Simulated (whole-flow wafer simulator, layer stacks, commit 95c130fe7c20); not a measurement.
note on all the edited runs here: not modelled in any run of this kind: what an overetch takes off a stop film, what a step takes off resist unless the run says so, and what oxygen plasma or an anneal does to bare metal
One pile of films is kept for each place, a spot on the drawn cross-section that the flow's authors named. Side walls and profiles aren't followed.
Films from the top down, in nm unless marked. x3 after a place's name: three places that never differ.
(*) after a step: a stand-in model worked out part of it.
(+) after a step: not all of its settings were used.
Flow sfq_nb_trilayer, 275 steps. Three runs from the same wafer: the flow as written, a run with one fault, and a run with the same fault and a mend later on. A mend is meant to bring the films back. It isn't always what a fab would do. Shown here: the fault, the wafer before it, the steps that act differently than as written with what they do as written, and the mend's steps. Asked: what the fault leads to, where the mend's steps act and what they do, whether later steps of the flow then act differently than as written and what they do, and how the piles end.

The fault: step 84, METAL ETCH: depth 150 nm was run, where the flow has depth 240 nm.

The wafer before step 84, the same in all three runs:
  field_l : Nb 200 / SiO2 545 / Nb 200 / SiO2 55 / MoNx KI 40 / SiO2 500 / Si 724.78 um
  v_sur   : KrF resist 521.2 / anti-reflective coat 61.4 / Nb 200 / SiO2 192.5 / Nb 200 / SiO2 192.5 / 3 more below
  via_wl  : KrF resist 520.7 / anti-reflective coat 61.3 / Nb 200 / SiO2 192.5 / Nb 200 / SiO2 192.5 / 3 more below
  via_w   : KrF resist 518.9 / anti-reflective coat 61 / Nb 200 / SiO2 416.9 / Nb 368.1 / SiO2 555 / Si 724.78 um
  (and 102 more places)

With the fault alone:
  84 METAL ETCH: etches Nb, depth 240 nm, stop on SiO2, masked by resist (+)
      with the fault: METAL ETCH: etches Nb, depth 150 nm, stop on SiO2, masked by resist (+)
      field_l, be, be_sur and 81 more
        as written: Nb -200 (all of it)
        with the fault: Nb -150
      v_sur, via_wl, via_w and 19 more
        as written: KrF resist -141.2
        with the fault: KrF resist -88.2
  Later steps of the flow that act differently than as written:
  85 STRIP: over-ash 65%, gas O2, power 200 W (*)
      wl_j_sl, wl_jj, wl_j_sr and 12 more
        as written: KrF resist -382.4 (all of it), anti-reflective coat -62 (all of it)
        with the fault: KrF resist -435.3 (all of it), anti-reflective coat -62 (all of it)
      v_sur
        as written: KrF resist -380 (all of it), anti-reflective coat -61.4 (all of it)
        with the fault: KrF resist -433 (all of it), anti-reflective coat -61.4 (all of it)
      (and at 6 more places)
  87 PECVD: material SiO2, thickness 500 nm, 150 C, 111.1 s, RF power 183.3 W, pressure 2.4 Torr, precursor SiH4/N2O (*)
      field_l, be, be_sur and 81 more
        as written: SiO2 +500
        with the fault: SiO2 +500 (new film)
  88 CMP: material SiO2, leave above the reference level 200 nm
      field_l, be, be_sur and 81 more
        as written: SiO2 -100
        with the fault: SiO2 -150
  At the end the piles differ from the flow's by more than 2% or 0.5 nm, whichever is larger, at field_l, be, be_sur and 81 more.
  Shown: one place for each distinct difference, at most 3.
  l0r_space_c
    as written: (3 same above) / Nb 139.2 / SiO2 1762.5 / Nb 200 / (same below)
    with the fault: (3 same above) / Nb 139.2 / SiO2 1127.5 / Nb 50 / SiO2 585 / Nb 200 / (same below)
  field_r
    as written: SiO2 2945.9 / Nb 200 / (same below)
    with the fault: SiO2 2310.9 / Nb 50 / SiO2 585 / Nb 200 / (same below)
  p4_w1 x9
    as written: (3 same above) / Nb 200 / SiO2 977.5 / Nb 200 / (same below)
    with the fault: (3 same above) / Nb 200 / SiO2 342.5 / Nb 50 / SiO2 585 / Nb 200 / (same below)

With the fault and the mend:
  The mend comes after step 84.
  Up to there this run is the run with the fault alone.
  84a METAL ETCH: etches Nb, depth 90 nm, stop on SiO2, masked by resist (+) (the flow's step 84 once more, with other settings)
      field_l, be, be_sur and 81 more
        Nb -50 (all of it)
      v_sur, via_wl, via_w and 19 more
        KrF resist -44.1
  Later steps of the flow that act differently than as written:
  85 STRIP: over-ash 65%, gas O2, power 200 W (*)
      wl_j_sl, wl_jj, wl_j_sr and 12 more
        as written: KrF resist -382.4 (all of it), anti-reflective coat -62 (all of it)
        with the mend: KrF resist -391.2 (all of it), anti-reflective coat -62 (all of it)
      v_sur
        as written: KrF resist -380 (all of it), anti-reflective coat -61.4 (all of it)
        with the mend: KrF resist -388.9 (all of it), anti-reflective coat -61.4 (all of it)
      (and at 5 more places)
  At the end the piles are the same as the flow's at every place that both follow.
